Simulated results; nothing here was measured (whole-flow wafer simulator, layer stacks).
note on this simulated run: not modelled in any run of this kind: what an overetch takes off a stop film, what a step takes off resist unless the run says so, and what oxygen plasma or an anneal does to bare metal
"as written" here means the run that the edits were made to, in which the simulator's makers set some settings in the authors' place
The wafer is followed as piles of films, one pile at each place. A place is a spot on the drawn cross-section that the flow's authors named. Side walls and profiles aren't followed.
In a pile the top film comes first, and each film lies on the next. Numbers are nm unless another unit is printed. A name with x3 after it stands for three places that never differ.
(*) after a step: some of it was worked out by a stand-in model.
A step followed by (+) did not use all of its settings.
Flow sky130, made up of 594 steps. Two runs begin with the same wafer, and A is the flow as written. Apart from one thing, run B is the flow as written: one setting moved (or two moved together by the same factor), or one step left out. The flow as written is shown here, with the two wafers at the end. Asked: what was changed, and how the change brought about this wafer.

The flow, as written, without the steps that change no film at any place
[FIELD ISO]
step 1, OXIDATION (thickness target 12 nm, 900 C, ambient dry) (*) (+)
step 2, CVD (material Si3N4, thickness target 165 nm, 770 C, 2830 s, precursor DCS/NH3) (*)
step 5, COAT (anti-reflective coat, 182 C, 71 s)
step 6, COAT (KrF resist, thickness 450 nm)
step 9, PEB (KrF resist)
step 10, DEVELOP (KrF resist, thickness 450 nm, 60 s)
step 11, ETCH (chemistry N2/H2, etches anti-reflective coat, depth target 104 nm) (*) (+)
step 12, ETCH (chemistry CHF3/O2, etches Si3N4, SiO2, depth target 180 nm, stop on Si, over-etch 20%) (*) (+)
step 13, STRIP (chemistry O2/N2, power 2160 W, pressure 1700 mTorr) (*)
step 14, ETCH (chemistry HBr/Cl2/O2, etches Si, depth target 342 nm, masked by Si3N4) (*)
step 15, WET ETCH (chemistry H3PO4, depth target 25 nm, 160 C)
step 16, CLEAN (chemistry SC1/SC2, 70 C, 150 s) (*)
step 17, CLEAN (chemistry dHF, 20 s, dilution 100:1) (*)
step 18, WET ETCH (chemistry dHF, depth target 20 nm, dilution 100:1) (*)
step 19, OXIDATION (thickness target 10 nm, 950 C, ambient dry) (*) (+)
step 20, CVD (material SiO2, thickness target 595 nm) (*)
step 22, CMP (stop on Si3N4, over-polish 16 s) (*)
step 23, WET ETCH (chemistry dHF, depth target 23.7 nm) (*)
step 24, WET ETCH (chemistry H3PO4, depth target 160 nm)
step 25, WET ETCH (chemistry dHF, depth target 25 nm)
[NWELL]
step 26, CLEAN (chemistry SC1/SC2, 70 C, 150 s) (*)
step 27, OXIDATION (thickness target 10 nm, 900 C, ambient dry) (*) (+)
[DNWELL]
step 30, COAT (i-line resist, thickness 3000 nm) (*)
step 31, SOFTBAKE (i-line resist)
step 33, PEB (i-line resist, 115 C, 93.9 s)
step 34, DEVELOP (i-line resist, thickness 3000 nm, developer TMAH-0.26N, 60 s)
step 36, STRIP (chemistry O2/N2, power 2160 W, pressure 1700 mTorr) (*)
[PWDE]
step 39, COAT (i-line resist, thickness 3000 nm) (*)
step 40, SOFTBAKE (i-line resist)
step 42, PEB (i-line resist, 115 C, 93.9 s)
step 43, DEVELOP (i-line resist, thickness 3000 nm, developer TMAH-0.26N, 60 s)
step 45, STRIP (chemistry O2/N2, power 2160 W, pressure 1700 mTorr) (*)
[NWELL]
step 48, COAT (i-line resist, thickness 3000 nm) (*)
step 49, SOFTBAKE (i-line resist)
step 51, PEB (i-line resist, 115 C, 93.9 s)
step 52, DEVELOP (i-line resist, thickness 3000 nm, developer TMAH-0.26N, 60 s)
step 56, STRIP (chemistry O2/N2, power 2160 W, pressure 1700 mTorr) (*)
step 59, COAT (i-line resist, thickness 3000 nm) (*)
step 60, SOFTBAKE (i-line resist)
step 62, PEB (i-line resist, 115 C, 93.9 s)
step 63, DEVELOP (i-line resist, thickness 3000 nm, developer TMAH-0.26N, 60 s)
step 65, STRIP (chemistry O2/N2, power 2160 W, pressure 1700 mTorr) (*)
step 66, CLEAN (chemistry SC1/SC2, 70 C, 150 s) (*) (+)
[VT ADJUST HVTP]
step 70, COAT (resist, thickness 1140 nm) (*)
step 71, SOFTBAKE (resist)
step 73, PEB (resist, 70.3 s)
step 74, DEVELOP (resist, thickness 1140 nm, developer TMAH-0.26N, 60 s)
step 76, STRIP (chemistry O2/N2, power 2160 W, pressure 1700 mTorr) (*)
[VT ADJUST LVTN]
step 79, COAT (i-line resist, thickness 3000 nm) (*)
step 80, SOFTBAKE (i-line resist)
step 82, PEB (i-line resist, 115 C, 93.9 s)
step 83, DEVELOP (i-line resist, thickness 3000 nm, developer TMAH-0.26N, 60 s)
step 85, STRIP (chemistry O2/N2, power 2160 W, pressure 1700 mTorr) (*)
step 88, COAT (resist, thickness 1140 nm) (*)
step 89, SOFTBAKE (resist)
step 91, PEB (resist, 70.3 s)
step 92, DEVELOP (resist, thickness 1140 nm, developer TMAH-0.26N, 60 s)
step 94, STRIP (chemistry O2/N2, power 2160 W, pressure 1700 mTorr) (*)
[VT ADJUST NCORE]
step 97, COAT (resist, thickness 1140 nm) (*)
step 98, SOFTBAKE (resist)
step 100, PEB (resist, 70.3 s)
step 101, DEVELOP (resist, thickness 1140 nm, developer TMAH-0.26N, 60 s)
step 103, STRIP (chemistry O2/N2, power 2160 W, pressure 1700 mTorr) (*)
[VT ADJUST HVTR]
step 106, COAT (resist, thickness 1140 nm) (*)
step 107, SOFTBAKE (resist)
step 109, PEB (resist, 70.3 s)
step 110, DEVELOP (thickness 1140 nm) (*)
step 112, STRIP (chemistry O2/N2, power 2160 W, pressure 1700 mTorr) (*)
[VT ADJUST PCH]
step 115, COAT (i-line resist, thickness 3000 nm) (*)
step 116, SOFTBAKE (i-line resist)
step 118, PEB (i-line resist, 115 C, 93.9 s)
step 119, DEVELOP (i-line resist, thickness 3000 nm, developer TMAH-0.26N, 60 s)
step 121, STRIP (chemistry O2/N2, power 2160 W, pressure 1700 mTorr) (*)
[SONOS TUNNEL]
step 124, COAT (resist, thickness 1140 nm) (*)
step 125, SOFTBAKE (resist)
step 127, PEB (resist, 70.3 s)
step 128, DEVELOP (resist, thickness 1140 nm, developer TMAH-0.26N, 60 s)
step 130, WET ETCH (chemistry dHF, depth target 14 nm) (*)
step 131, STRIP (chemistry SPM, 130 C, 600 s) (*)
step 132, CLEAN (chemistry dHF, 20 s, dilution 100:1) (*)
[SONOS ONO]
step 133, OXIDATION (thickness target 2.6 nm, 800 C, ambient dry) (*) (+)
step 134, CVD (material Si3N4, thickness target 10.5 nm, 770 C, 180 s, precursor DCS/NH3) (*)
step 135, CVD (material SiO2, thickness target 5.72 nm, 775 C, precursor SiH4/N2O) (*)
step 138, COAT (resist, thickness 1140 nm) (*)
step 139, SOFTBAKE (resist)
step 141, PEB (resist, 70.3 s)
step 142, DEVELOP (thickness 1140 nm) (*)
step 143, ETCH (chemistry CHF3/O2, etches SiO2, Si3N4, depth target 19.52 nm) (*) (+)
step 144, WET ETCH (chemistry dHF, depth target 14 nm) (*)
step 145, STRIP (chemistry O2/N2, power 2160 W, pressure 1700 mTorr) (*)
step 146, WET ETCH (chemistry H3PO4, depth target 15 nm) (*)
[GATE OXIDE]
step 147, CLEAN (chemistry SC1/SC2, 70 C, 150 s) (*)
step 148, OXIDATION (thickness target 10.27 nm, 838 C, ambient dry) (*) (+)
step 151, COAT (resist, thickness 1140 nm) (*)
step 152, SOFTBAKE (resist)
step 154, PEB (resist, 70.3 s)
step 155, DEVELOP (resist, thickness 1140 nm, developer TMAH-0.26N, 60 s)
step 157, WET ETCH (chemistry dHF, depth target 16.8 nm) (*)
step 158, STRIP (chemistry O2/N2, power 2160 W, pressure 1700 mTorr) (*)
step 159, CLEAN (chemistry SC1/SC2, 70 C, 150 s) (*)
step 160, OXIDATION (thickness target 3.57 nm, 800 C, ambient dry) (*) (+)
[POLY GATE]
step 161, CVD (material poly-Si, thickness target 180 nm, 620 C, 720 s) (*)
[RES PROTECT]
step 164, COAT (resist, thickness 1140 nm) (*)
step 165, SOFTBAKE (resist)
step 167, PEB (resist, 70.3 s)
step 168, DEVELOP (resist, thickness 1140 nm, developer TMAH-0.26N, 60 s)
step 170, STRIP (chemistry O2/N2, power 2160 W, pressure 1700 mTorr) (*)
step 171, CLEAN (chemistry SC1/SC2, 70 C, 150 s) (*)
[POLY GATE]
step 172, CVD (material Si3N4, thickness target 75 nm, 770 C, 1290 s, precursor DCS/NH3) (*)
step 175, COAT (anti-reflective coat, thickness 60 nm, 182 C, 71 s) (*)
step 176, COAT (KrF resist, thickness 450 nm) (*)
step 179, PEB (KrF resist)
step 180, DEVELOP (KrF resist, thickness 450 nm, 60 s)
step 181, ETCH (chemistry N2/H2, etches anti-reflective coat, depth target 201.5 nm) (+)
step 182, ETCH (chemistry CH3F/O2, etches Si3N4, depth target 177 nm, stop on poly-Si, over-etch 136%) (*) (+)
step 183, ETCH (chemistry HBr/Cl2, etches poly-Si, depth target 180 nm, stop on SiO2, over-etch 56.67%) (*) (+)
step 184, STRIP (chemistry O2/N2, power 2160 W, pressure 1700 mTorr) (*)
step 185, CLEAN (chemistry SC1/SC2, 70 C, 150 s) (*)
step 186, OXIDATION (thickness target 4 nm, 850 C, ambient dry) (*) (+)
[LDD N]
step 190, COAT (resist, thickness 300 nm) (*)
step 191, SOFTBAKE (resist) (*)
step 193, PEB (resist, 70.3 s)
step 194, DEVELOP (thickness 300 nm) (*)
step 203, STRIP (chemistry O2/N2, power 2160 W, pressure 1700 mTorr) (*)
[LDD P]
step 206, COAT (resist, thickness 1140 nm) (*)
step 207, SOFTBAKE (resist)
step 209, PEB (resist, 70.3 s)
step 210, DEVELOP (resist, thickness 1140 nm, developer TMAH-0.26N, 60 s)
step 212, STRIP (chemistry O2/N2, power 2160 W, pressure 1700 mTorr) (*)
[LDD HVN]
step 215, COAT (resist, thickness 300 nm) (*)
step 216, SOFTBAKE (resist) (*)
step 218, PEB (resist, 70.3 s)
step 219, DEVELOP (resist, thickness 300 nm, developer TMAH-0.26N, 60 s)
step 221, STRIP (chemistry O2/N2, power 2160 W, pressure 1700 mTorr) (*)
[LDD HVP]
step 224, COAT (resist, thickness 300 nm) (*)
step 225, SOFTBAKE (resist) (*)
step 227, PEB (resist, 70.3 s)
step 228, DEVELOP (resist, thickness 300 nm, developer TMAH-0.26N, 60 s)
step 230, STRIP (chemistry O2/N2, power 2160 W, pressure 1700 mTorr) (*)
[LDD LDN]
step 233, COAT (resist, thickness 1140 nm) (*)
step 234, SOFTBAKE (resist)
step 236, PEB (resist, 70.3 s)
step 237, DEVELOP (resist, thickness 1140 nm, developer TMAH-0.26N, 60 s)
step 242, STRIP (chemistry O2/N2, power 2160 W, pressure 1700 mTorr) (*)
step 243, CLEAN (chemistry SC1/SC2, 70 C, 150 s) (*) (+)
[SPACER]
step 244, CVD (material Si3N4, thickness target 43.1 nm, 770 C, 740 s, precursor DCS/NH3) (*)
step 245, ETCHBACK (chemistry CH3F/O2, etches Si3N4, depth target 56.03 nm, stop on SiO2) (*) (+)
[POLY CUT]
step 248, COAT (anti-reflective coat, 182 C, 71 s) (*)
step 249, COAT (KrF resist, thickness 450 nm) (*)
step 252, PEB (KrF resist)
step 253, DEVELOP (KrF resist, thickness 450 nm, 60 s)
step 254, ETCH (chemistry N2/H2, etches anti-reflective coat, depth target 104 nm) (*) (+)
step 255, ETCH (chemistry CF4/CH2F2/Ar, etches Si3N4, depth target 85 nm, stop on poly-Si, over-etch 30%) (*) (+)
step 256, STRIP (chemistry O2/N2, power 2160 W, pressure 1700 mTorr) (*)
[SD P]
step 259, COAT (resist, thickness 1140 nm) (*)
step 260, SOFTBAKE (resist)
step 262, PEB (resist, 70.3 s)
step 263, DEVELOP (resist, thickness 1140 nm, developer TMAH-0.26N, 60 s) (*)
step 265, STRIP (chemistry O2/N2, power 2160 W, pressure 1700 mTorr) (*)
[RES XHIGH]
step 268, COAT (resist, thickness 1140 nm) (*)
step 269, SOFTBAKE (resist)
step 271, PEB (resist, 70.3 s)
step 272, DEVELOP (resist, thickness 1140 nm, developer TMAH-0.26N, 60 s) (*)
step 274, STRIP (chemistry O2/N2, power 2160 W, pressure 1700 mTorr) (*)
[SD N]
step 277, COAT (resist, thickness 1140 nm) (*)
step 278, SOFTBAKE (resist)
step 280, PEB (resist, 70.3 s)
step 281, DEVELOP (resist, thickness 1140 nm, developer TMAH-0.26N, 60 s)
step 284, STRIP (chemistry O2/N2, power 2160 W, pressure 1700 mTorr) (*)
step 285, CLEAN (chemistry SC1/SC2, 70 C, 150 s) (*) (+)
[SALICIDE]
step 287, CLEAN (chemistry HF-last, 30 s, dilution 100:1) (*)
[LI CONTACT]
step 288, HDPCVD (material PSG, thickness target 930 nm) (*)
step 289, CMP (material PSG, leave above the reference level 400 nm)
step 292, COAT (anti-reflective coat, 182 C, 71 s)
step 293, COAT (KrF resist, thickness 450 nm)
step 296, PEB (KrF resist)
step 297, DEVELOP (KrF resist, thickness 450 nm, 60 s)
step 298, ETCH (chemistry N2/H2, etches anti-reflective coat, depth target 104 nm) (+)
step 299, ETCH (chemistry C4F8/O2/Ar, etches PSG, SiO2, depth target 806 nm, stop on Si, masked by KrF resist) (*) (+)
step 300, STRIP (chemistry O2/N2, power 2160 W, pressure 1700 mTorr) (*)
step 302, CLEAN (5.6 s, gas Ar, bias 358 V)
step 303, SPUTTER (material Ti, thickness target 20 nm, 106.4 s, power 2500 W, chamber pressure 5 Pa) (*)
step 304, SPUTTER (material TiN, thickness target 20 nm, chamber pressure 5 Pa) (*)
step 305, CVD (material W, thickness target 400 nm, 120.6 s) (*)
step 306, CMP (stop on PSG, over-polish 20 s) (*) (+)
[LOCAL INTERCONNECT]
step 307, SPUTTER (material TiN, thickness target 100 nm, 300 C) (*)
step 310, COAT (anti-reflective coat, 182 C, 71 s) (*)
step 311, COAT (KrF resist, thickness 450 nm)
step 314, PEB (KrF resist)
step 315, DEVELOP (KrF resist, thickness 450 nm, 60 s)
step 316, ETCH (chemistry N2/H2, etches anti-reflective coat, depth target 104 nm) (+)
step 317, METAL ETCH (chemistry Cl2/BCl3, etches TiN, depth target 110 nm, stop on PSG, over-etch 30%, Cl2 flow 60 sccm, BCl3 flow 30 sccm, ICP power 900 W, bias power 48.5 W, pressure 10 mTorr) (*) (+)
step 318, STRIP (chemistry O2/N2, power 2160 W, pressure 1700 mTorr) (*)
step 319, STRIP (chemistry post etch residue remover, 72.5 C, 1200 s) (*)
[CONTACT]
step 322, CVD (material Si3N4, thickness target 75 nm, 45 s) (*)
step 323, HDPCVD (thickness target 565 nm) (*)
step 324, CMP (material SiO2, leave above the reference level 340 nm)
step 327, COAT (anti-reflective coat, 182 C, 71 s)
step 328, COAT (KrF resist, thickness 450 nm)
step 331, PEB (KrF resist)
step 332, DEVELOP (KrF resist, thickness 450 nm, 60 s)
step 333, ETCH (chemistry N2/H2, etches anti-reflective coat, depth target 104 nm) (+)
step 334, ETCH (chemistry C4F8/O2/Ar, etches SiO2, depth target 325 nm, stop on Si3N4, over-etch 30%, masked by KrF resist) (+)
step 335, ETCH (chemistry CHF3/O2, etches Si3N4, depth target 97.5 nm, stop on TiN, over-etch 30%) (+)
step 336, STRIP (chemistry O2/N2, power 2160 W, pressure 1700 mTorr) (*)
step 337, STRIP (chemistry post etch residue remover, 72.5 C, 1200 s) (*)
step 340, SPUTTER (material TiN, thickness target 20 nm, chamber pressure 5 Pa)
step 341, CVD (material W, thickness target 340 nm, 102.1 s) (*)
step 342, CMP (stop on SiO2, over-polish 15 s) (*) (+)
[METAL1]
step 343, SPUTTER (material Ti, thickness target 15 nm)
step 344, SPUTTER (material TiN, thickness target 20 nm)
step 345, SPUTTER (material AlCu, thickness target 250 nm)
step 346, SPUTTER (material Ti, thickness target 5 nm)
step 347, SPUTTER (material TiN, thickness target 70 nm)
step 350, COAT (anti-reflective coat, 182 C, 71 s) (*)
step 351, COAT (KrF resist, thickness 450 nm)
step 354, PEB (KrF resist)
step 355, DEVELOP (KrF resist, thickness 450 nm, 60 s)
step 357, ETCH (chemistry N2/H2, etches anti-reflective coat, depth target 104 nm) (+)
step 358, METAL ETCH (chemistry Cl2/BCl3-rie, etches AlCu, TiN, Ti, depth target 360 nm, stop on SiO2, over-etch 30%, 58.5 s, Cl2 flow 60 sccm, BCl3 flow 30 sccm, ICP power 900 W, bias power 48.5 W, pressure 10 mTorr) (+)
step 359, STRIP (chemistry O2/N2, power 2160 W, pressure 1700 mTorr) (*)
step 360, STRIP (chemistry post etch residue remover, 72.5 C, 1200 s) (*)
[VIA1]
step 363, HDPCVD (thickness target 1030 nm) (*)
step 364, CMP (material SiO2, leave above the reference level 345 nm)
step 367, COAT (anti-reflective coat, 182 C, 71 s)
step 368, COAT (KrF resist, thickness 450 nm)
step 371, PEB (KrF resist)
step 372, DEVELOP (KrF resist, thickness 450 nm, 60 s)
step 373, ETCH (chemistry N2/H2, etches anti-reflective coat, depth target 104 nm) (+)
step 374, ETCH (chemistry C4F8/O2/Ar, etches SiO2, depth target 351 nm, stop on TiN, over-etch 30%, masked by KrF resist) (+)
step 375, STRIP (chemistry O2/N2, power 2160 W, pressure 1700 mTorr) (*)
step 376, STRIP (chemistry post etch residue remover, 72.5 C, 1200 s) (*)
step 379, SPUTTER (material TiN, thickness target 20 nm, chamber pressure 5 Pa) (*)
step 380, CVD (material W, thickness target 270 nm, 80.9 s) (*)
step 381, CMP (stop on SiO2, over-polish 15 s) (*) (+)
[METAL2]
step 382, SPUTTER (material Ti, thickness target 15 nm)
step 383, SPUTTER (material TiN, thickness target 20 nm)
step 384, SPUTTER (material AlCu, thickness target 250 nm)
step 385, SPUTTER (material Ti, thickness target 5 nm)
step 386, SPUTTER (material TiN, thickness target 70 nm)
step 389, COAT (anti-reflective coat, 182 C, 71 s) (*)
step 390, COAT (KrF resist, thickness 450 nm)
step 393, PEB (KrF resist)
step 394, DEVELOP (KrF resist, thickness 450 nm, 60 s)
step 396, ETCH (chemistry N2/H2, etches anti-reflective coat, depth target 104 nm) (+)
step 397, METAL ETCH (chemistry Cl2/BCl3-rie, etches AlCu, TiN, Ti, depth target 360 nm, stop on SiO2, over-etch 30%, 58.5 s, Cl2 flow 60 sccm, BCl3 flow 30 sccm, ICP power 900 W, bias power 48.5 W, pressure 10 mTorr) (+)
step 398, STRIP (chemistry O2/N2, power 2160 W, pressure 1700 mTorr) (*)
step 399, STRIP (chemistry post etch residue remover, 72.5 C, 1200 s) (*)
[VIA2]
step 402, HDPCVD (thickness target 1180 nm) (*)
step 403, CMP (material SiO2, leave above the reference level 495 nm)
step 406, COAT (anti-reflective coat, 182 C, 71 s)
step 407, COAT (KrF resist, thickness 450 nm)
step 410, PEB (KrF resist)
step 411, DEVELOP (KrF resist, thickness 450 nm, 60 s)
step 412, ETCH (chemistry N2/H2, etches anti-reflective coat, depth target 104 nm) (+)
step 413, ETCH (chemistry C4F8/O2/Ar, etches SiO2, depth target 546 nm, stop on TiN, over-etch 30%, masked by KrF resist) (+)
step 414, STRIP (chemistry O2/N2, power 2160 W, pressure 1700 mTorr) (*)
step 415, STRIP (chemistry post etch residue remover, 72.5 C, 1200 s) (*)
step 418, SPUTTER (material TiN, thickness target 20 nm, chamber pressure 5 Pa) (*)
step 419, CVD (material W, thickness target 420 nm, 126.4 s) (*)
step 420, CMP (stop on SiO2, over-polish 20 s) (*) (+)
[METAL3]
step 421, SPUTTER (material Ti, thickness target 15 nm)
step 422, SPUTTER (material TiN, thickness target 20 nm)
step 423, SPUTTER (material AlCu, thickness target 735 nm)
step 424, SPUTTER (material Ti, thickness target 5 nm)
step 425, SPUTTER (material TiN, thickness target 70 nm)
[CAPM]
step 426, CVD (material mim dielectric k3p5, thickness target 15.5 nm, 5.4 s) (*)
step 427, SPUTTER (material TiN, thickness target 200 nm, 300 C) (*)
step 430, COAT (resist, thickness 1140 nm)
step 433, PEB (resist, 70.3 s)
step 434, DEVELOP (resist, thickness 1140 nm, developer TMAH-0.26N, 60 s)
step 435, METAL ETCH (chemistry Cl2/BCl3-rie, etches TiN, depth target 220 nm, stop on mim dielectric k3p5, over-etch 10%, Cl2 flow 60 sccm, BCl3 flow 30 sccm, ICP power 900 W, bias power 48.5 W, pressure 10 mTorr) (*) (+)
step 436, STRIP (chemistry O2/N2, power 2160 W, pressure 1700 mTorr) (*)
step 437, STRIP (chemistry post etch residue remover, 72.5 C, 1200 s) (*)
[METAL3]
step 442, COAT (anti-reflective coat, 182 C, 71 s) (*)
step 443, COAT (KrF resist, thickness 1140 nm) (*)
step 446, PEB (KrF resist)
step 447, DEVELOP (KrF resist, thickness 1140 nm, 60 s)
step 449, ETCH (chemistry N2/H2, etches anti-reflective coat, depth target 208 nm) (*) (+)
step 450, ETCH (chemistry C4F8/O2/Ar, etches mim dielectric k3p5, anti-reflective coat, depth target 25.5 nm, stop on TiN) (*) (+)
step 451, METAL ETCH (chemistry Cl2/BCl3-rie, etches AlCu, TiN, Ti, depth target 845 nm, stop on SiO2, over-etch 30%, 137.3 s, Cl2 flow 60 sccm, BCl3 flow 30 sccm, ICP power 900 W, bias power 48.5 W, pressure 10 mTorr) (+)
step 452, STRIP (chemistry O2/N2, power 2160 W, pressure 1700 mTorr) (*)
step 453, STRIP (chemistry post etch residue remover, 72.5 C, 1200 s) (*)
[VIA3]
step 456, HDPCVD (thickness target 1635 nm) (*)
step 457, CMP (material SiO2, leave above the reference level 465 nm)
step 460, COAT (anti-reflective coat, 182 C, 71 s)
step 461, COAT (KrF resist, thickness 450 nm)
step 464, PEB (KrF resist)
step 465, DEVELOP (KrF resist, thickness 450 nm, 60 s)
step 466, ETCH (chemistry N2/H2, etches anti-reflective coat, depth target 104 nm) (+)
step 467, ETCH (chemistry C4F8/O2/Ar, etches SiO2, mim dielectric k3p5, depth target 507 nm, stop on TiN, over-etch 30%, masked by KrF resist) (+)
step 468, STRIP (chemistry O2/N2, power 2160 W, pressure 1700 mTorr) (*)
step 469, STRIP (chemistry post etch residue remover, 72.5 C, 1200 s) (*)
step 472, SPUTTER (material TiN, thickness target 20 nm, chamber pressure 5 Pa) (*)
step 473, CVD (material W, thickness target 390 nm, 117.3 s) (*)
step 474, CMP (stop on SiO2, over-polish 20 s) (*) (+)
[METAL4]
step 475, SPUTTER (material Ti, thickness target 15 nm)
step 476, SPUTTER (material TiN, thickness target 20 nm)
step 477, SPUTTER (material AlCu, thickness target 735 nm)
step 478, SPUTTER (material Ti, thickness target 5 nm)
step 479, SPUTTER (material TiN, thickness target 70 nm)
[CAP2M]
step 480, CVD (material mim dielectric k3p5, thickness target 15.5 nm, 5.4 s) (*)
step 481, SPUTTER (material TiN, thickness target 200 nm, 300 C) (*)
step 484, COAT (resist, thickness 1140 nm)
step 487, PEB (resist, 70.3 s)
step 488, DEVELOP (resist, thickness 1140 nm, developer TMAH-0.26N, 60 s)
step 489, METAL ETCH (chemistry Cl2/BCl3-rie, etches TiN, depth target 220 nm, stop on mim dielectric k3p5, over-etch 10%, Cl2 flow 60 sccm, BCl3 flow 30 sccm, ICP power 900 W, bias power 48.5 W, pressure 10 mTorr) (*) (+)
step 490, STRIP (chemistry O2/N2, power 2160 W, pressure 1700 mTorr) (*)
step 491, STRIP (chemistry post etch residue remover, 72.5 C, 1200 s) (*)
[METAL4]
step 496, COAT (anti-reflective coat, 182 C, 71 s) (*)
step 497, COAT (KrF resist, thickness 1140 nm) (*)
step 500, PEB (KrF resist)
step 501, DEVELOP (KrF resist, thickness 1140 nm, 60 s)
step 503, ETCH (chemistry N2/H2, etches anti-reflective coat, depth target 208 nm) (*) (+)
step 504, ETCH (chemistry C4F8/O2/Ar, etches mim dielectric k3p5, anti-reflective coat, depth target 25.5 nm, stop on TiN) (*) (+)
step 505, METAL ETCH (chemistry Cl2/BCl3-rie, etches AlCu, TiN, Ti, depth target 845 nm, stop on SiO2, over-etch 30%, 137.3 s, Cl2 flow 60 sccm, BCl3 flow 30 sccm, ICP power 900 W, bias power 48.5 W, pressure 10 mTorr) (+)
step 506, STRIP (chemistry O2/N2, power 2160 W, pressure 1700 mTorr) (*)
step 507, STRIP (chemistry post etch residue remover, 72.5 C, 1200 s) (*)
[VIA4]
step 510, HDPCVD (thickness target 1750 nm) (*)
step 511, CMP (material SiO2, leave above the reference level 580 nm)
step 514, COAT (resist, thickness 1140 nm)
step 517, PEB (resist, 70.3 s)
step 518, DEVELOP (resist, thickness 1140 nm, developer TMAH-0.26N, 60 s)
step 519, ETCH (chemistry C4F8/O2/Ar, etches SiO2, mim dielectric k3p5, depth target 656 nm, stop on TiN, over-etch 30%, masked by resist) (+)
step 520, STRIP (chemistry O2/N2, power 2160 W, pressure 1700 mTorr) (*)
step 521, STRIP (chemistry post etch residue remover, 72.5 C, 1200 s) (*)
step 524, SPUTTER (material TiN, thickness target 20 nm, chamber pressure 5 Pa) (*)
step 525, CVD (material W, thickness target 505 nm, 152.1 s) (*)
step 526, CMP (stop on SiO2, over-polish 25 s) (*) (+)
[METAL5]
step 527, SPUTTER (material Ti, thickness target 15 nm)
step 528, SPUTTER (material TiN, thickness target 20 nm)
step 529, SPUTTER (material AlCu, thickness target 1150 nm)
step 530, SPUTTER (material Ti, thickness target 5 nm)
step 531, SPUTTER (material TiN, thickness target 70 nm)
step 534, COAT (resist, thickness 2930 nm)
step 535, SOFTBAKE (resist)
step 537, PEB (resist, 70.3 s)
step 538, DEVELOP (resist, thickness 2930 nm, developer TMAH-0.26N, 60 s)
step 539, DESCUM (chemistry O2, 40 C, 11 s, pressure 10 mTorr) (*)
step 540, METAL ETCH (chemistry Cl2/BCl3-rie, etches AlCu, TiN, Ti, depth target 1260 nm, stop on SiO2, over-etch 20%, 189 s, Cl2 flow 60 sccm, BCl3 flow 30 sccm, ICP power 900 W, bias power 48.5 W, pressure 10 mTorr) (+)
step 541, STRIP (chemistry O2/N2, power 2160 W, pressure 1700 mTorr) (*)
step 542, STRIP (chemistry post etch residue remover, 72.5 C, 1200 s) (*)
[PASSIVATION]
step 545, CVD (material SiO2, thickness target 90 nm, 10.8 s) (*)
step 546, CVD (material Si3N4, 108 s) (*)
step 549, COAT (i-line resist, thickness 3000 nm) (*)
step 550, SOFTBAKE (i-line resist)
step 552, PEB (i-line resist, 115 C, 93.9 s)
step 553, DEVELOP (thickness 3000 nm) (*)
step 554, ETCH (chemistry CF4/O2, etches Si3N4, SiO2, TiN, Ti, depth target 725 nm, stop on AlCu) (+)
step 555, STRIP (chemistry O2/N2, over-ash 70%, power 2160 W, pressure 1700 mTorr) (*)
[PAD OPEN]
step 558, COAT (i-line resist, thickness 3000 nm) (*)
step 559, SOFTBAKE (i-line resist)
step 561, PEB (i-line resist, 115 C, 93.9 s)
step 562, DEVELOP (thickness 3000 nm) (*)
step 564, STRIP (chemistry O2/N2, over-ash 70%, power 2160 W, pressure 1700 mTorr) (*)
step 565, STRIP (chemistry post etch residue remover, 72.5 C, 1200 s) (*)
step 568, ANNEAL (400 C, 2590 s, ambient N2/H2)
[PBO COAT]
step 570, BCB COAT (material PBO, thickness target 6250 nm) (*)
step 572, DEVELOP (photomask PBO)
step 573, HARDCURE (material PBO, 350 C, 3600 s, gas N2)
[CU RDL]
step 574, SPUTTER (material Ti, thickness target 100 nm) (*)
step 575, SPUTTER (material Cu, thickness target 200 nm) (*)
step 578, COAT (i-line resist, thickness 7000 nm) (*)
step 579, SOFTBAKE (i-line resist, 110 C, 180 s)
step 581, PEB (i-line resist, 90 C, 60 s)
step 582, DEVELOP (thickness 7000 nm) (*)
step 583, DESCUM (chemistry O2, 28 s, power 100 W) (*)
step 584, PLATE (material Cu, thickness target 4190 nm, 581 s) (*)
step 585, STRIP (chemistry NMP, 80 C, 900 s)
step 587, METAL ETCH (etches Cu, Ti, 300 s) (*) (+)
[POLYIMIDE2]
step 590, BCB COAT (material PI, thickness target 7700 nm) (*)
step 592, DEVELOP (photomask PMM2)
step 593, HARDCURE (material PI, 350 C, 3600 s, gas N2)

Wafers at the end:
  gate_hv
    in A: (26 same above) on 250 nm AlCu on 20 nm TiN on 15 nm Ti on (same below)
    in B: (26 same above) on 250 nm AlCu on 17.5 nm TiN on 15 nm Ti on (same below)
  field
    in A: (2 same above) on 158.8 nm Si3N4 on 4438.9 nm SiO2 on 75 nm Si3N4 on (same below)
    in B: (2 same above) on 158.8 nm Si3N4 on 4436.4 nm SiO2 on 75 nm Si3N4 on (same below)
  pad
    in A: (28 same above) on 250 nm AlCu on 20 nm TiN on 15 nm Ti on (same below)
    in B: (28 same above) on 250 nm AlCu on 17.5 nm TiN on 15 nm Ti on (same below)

Cause: step 344, SPUTTER: thickness target 17.5 nm was run, while the flow as written has thickness target 20 nm.
The wafer lets one read it off: gate_hv has TiN 17.5, and step 344 as written asks for 20 nm.

How this came from the change, step by step:
  step 344, SPUTTER (material TiN, thickness target 20 nm)
      field, active, n_well and 188 more: A TiN gains 20 (new film) | B TiN gains 17.5 (new film)
  step 358, METAL ETCH (chemistry Cl2/BCl3-rie, etches AlCu, TiN, Ti, depth target 360 nm, stop on SiO2, over-etch 30%, 58.5 s, Cl2 flow 60 sccm, BCl3 flow 30 sccm, ICP power 900 W, bias power 48.5 W, pressure 10 mTorr) (+)
      field, active, gate and 81 more: A TiN loses 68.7 (all of it), Ti loses 5 (all of it), AlCu loses 250 (all of it), TiN loses 20 (all of it), Ti loses 15 (all of it), SiO2 loses 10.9 | B TiN loses 68.7 (all of it), Ti loses 5 (all of it), AlCu loses 250 (all of it), TiN loses 17.5 (all of it), Ti loses 15 (all of it), SiO2 loses 11.2
